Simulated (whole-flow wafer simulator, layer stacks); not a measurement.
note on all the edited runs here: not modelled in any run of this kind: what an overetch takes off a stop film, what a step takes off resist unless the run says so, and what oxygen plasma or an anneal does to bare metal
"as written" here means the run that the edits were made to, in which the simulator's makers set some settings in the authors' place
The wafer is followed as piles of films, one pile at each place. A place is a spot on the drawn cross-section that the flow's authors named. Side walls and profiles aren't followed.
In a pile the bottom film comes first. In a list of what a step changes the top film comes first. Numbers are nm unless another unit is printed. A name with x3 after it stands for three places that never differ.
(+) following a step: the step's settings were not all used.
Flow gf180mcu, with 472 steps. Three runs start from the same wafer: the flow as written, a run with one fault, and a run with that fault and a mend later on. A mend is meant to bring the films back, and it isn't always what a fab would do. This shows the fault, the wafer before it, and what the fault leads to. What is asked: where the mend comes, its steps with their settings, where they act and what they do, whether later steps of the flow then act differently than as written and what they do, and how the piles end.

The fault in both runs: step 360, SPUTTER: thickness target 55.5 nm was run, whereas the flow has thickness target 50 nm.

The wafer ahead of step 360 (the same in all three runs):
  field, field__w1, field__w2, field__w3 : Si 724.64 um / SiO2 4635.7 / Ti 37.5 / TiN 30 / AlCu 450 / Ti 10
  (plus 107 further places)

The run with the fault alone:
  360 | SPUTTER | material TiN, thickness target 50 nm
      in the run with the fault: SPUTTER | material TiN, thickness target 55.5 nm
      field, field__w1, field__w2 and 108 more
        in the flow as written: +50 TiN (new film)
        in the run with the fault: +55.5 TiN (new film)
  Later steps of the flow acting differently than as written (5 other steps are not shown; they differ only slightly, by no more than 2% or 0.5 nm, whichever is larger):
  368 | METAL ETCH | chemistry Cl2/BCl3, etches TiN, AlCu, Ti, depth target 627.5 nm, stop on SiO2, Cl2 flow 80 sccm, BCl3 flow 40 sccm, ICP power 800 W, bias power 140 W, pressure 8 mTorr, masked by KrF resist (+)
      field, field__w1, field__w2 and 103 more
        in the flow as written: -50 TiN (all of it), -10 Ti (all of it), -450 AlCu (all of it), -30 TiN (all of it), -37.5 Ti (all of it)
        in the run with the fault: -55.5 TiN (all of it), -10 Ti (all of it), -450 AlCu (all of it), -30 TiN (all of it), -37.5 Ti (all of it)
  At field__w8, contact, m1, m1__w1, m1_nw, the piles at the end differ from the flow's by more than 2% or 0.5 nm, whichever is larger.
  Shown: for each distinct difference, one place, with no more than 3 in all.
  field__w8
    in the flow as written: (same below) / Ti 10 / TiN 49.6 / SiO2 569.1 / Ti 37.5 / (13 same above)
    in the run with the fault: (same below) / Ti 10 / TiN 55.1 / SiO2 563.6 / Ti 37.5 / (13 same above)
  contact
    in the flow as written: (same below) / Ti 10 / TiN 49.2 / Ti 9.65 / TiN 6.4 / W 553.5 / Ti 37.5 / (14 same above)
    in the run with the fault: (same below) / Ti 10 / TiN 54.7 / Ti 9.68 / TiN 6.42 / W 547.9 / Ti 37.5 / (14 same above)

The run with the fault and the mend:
  The mend stands after step 360.
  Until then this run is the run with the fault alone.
  360a | METAL ETCH | chemistry Cl2/BCl3, etches TiN, AlCu, Ti, depth target 5.5 nm, Cl2 flow 80 sccm, BCl3 flow 40 sccm, ICP power 800 W, bias power 140 W, pressure 8 mTorr (a further turn of the flow's step 260, with different settings)
      field, field__w1, field__w2 and 108 more
        -5.5 TiN
  Every later step of the flow that is run acts as written at every place that is followed.
  By the end, the piles equal the flow's at every place that both follow.
